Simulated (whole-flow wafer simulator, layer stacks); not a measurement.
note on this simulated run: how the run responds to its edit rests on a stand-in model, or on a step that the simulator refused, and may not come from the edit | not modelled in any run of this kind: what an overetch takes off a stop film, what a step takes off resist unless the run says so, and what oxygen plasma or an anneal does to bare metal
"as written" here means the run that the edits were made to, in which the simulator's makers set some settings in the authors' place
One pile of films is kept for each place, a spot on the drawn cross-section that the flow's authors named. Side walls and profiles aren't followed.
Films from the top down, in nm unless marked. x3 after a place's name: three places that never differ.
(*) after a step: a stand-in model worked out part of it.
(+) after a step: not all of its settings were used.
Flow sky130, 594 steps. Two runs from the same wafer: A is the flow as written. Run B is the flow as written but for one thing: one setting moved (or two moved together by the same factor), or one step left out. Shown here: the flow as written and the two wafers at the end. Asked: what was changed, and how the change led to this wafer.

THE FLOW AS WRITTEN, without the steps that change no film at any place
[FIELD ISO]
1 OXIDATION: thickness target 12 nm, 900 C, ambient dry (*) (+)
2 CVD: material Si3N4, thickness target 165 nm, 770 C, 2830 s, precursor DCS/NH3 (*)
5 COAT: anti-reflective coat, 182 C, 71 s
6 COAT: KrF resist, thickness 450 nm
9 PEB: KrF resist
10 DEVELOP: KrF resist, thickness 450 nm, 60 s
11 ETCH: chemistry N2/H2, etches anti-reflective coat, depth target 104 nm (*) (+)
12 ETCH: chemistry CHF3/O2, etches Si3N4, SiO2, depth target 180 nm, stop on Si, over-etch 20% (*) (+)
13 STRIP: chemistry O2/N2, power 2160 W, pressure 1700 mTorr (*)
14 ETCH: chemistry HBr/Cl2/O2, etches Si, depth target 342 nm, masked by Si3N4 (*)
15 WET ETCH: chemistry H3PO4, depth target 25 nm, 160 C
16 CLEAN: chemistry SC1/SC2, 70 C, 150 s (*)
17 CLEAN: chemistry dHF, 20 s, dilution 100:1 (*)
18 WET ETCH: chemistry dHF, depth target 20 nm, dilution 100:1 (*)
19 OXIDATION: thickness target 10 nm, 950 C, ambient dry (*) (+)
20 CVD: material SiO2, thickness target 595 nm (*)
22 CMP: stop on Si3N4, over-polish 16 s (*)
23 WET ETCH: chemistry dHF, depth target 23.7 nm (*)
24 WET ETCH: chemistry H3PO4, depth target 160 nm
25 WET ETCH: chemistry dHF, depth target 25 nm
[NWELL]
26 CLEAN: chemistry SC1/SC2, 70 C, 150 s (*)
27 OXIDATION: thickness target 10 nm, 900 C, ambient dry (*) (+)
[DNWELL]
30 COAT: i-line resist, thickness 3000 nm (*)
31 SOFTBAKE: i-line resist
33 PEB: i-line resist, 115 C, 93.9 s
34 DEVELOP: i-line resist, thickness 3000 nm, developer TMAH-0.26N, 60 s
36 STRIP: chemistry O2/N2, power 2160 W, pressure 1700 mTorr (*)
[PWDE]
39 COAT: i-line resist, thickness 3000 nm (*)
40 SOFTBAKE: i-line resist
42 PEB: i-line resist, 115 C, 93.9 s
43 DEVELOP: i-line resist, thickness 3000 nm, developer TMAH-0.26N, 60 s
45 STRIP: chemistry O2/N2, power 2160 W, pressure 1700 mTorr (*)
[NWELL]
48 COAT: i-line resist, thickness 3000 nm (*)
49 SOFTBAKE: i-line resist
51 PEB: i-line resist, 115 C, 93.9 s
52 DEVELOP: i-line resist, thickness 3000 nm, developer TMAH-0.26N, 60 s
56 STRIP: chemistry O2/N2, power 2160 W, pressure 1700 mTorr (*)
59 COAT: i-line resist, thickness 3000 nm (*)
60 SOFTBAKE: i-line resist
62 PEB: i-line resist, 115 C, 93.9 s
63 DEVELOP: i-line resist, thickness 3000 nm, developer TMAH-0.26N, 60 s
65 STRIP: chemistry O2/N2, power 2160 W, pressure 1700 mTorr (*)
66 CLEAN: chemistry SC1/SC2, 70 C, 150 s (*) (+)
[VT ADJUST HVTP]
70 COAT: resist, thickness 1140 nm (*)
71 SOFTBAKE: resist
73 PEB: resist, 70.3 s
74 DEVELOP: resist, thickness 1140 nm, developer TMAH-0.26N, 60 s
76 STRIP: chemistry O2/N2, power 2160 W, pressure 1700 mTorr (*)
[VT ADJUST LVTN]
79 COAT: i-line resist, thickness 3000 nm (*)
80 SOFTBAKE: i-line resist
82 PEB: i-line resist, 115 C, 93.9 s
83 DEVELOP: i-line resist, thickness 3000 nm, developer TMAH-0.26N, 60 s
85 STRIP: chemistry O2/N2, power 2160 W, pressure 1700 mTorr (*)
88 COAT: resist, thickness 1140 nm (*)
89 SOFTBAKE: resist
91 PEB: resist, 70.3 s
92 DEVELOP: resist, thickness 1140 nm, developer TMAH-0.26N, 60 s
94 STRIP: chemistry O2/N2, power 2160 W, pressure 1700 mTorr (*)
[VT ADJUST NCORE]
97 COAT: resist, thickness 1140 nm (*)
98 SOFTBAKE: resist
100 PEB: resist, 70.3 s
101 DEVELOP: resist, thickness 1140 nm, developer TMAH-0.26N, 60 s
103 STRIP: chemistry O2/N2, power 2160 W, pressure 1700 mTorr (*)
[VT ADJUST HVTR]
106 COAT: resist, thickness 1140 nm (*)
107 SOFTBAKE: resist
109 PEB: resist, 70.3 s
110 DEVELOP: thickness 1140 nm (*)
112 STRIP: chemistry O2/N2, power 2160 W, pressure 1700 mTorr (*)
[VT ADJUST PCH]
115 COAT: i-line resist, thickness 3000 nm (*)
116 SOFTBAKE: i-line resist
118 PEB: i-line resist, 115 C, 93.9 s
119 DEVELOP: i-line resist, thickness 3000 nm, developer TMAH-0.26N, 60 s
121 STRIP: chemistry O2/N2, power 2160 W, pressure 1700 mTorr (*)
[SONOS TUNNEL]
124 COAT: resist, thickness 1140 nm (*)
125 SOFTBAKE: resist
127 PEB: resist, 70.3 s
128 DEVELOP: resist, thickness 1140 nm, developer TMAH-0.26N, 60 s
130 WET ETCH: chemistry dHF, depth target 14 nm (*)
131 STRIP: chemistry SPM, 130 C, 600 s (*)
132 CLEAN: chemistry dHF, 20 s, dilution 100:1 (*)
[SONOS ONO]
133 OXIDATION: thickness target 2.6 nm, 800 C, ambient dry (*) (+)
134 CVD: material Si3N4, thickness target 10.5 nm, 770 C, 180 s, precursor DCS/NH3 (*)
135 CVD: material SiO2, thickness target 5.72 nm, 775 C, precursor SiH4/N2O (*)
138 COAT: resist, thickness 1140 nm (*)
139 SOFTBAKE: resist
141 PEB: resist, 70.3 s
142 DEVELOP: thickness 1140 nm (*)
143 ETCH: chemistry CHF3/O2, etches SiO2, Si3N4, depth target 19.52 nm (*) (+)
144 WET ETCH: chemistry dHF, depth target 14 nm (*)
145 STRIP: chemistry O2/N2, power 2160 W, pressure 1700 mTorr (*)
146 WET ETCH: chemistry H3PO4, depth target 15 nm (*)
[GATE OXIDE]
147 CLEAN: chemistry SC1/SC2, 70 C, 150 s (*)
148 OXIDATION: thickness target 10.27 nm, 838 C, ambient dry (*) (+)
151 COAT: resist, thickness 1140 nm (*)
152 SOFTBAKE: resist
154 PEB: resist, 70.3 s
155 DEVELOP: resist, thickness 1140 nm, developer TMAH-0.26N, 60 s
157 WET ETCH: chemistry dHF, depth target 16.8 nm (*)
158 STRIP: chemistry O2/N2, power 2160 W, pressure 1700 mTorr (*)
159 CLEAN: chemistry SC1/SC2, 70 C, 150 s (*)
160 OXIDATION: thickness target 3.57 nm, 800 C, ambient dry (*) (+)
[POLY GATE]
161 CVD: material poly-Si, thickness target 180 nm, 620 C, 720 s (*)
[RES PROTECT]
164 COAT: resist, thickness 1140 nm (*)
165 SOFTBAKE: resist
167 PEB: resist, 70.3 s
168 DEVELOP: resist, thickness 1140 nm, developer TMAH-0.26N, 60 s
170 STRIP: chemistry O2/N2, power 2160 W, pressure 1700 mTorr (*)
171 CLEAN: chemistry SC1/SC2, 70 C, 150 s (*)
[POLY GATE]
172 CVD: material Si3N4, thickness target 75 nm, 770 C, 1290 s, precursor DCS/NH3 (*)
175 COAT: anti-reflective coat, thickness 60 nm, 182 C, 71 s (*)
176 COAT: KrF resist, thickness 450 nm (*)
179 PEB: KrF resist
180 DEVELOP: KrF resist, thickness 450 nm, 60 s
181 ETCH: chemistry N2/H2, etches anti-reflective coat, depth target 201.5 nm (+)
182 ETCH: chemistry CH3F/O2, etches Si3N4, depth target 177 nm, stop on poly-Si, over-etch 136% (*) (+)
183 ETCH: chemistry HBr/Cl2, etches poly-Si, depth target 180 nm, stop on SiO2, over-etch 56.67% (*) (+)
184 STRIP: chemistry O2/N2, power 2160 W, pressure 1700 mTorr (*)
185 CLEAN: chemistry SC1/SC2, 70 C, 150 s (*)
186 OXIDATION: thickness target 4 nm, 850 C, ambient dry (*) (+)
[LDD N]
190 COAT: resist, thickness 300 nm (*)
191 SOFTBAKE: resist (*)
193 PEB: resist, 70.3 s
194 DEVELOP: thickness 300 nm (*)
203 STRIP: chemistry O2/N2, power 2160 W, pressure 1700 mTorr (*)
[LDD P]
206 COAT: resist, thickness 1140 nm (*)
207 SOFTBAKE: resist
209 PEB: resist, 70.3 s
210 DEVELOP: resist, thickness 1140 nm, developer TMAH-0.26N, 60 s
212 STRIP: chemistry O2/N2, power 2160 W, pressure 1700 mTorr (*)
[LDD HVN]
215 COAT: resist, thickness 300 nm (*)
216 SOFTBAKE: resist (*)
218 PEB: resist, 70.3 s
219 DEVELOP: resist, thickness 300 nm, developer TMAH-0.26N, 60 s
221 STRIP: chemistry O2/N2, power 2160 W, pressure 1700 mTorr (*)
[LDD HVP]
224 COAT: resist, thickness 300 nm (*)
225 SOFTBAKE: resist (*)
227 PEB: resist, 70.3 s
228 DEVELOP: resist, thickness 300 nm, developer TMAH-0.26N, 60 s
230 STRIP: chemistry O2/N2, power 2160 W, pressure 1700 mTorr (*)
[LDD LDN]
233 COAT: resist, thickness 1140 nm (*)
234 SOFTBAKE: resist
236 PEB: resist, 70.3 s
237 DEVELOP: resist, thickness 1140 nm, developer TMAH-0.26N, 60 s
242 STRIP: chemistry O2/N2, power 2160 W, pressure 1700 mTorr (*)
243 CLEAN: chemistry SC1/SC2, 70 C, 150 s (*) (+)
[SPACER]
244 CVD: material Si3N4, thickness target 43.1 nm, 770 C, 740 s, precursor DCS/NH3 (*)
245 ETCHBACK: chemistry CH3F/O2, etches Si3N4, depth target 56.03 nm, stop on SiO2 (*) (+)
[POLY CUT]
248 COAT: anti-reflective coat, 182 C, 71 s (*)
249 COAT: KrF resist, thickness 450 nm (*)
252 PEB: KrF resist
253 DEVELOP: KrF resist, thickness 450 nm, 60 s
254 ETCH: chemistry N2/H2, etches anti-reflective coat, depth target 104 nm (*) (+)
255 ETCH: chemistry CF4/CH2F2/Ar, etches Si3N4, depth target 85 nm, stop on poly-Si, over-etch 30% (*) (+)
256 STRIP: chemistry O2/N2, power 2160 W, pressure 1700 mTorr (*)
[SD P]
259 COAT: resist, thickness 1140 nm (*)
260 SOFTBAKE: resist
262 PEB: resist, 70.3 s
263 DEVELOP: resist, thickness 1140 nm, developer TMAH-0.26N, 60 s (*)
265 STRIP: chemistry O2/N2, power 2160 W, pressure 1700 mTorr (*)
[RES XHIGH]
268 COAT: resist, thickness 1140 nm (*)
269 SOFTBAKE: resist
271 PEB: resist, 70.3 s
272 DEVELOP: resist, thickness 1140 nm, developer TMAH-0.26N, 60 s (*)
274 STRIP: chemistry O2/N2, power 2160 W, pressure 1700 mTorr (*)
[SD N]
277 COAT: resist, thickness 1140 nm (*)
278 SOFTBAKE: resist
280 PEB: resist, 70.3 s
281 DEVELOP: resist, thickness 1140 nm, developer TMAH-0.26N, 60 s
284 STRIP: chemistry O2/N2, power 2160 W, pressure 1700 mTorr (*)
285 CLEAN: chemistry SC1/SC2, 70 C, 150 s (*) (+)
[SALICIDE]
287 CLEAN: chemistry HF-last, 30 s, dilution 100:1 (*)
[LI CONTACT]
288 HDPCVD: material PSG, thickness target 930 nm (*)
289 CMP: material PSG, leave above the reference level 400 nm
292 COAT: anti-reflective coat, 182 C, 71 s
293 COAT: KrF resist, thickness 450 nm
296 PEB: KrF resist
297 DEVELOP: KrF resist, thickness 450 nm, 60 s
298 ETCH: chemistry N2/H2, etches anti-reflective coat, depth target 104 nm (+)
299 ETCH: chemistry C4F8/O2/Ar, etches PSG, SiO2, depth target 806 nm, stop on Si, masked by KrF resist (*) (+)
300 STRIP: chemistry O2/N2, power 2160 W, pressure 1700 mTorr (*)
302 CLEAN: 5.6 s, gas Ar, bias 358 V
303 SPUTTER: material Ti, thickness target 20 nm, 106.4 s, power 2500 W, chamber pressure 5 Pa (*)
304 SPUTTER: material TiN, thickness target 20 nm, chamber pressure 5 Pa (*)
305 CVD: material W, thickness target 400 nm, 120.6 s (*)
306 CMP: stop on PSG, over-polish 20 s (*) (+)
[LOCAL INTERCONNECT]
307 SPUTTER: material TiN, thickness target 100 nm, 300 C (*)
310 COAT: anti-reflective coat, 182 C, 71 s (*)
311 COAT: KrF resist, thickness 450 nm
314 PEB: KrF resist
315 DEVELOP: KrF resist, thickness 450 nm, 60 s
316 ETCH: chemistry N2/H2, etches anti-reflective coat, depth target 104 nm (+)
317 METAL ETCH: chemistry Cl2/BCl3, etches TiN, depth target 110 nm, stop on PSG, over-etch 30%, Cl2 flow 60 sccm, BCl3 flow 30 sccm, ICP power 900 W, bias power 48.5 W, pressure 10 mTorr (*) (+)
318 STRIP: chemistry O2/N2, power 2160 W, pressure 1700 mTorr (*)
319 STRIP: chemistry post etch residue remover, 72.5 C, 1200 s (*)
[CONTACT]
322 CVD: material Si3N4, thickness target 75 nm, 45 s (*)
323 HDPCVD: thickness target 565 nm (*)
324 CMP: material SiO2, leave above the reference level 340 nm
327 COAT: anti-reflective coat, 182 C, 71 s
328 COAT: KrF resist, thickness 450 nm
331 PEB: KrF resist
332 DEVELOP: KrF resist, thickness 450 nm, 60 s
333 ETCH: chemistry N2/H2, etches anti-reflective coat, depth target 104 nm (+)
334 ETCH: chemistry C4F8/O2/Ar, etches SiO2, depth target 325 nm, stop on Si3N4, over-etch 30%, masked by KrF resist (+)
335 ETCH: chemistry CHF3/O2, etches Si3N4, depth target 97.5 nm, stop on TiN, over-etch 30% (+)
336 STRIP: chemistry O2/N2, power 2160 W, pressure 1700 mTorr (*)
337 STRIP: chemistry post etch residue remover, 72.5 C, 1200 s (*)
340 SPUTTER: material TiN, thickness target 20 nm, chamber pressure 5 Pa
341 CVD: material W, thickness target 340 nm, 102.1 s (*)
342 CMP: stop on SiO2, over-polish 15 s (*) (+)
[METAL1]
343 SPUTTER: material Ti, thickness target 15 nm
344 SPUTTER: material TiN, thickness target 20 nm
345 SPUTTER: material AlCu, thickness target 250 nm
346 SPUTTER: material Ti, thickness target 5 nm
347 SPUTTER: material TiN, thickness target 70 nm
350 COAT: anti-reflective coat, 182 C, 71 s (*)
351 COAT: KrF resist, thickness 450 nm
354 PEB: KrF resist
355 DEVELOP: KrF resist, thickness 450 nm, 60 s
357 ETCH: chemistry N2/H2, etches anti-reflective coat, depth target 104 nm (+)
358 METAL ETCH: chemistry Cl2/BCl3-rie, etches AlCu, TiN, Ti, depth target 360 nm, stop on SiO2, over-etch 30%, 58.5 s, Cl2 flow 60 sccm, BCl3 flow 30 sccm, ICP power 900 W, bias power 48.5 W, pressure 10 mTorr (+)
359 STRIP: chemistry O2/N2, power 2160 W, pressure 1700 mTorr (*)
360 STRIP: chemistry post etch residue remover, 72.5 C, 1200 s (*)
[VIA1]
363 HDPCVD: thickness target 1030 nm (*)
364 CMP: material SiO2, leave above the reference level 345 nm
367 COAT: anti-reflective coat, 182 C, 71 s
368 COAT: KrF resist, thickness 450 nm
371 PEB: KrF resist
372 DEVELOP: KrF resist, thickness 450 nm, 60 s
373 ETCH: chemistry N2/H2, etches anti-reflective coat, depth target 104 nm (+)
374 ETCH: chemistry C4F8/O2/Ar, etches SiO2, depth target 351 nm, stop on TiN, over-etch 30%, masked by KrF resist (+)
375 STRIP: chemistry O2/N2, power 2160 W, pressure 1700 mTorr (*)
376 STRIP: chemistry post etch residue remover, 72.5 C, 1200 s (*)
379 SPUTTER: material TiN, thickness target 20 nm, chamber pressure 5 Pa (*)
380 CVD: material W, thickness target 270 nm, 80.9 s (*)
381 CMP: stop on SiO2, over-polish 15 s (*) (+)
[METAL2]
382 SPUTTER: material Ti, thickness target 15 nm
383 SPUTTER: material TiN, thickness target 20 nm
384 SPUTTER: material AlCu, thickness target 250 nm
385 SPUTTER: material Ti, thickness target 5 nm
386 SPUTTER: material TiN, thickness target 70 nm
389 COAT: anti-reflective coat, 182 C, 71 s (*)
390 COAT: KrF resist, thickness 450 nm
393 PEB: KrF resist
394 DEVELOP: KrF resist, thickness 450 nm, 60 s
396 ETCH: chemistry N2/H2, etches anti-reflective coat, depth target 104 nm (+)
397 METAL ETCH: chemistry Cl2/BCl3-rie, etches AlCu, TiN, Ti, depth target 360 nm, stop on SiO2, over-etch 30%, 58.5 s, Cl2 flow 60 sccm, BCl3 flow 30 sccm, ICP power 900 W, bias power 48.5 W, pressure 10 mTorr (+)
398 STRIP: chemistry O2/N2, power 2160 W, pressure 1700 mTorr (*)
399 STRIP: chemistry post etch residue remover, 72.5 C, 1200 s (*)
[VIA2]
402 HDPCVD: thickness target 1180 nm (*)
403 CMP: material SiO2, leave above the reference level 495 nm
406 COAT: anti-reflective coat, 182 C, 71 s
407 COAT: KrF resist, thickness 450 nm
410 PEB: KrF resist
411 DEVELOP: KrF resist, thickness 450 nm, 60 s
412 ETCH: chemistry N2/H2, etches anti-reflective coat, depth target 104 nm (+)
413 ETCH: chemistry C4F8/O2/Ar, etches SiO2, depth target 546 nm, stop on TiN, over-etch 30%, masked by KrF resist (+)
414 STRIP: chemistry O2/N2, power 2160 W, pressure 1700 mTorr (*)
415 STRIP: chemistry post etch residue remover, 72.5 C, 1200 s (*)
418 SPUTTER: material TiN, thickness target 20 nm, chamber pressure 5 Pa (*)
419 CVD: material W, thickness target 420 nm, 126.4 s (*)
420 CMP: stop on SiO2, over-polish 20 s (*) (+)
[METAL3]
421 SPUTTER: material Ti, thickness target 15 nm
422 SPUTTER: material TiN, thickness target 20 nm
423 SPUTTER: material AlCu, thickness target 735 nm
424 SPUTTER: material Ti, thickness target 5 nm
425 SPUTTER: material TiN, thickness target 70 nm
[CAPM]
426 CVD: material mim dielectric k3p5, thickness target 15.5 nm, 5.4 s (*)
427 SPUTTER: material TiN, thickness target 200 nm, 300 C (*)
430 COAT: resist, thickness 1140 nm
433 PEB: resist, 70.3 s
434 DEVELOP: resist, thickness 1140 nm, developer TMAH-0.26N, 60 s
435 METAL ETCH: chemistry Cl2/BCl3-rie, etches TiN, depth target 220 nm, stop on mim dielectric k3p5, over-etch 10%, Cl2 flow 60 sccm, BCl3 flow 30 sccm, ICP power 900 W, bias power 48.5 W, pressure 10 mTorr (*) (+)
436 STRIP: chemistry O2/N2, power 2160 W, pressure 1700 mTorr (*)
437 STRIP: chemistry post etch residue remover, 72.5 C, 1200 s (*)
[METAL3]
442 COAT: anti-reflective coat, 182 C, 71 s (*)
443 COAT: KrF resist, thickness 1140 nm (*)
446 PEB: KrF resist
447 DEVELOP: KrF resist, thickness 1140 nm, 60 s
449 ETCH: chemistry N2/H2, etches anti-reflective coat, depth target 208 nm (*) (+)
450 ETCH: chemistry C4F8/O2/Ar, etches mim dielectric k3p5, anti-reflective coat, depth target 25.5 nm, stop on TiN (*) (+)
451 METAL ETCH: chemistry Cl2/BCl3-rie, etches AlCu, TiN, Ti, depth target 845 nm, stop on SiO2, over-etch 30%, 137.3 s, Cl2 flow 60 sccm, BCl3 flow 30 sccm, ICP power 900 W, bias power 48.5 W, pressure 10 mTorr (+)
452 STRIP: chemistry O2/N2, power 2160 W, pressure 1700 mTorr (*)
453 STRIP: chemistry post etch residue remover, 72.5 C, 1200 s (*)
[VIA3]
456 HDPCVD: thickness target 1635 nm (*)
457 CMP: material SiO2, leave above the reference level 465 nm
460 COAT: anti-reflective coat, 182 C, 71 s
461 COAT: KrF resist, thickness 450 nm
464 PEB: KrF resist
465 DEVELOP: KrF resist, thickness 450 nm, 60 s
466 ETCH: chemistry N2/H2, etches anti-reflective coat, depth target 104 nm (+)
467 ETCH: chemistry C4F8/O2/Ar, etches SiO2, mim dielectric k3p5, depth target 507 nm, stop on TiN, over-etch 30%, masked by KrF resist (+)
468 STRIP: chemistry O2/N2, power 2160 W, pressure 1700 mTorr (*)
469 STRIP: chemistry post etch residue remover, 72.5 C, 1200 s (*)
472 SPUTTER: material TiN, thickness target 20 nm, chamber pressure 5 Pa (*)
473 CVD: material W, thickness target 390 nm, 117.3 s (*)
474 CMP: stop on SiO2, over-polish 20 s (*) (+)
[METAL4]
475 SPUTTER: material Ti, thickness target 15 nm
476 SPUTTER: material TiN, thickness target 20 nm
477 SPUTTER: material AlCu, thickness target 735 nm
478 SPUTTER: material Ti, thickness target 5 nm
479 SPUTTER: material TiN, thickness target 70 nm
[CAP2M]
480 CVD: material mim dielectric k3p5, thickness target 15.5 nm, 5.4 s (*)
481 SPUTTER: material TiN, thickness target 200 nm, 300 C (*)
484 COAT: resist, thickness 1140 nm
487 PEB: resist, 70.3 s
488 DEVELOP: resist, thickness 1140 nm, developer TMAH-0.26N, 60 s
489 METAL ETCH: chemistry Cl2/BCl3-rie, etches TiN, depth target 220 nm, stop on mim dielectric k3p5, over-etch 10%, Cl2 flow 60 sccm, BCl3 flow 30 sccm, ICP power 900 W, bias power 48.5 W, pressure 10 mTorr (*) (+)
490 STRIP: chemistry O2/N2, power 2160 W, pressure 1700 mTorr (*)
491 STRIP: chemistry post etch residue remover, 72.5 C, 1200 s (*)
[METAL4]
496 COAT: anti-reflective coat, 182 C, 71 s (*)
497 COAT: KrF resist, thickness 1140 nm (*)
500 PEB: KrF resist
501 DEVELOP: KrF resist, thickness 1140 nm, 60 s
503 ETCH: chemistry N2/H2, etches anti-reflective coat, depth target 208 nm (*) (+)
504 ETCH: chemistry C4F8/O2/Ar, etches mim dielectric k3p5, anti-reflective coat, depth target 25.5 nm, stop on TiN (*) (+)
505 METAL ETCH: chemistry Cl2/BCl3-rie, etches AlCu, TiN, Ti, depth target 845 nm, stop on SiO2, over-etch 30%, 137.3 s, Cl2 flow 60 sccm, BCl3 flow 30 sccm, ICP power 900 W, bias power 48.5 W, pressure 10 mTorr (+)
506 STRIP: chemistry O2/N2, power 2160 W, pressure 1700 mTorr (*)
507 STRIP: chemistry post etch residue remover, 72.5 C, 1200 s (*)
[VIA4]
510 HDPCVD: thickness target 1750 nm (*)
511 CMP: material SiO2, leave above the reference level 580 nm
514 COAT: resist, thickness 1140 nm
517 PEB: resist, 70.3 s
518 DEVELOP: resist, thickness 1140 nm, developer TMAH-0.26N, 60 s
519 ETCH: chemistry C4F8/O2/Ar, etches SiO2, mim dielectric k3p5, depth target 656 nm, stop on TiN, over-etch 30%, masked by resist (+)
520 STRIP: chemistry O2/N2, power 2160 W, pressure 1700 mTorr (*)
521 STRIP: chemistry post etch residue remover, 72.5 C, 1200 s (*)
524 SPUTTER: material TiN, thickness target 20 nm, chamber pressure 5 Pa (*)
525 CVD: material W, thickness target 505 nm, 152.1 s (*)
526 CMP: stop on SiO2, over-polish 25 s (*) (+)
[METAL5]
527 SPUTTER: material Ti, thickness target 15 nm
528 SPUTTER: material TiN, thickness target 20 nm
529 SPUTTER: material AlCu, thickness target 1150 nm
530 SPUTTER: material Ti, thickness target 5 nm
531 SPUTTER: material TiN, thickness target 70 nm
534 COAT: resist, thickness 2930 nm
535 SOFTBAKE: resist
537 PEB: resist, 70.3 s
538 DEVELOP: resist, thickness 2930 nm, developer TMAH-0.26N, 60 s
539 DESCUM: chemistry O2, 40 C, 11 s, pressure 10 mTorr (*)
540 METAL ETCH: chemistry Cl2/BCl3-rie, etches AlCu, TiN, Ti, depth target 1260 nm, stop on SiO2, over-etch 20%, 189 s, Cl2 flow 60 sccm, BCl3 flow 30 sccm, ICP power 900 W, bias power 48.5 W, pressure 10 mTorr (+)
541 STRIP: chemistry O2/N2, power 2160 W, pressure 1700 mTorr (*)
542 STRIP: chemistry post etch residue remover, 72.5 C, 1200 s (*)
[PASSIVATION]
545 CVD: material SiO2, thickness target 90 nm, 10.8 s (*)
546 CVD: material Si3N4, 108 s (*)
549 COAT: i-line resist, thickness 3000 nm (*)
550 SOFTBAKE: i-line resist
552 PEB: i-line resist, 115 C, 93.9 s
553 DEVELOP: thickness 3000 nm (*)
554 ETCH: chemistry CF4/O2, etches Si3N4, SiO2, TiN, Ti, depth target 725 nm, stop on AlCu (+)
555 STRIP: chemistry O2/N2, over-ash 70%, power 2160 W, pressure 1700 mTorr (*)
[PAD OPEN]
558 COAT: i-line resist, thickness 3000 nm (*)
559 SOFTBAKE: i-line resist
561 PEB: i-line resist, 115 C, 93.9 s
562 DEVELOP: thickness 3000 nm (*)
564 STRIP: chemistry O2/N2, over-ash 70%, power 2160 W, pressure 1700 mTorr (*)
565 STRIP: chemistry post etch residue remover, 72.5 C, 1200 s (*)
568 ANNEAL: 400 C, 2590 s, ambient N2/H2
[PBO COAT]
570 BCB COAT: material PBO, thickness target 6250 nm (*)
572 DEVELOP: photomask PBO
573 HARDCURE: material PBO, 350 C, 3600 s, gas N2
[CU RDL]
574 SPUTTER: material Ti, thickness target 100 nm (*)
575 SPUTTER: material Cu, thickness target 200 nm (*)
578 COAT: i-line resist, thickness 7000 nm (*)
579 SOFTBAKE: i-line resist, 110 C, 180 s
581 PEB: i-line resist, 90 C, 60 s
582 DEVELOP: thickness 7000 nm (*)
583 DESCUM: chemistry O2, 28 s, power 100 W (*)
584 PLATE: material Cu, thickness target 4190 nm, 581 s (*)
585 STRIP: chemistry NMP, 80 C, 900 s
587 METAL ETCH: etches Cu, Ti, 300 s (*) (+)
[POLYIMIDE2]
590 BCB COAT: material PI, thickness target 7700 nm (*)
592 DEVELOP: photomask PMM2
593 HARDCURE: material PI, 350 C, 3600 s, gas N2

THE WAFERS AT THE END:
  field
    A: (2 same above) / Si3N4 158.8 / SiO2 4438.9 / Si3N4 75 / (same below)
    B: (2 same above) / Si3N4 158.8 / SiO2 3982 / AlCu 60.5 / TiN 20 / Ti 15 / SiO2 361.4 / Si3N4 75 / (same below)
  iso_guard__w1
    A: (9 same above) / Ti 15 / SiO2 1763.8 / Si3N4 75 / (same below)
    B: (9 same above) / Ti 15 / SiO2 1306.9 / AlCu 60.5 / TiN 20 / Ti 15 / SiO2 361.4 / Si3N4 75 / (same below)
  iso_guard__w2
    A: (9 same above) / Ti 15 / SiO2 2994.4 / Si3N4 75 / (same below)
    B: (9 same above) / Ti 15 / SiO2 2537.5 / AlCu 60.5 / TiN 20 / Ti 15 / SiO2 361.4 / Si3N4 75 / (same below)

The cause: step 358, METAL ETCH: depth target 198 nm was run, where the flow has depth target 360 nm; step 358, METAL ETCH: 32.2 s was run, where the flow has 58.5 s.

How the change led to this, step by step:
  358 METAL ETCH: chemistry Cl2/BCl3-rie, etches AlCu, TiN, Ti, depth target 360 nm, stop on SiO2, over-etch 30%, 58.5 s, Cl2 flow 60 sccm, BCl3 flow 30 sccm, ICP power 900 W, bias power 48.5 W, pressure 10 mTorr (+)
      field, active, gate and 81 more: A TiN -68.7 (all of it), Ti -5 (all of it), AlCu -250 (all of it), TiN -20 (all of it), Ti -15 (all of it), SiO2 -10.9 | B TiN -68.7 (all of it), Ti -5 (all of it), AlCu -183.7
      n_well, p_well, gate_hv and 104 more: A KrF resist -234 | B KrF resist -128.7
  359 STRIP: chemistry O2/N2, power 2160 W, pressure 1700 mTorr (*)
      n_well, p_well, gate_hv and 100 more: A KrF resist -143.8 (all of it), anti-reflective coat -80 (all of it) | B KrF resist -249.1 (all of it), anti-reflective coat -80 (all of it)
      poly_licon, ndiff_licon, ndiff_licon_cpp, rpo_hd_licon: A KrF resist -143.9 (all of it), anti-reflective coat -80.5 (all of it) | B KrF resist -249.2 (all of it), anti-reflective coat -80.5 (all of it)
  360 STRIP: chemistry post etch residue remover, 72.5 C, 1200 s (*)
      field, active, gate and 81 more: A nothing | B AlCu -5.72
  363 HDPCVD: thickness target 1030 nm (*)
      field, active, gate and 81 more: A SiO2 +1030 | B SiO2 +1030 (new film)
  364 CMP: material SiO2, leave above the reference level 345 nm
      field, active, gate and 81 more: A SiO2 -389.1 | B SiO2 -495.5
Counting metal films that touch as one body, field has 1 body; the flow as written gives 0 bodies.
Counting metal films that touch as one body, iso_guard__w1 has 2 bodies (between them, from the top down: SiO2 1306.9); the flow as written gives 1 body.
Counting metal films that touch as one body, iso_guard__w2 has 2 bodies (between them, from the top down: SiO2 2537.5); the flow as written gives 1 body.
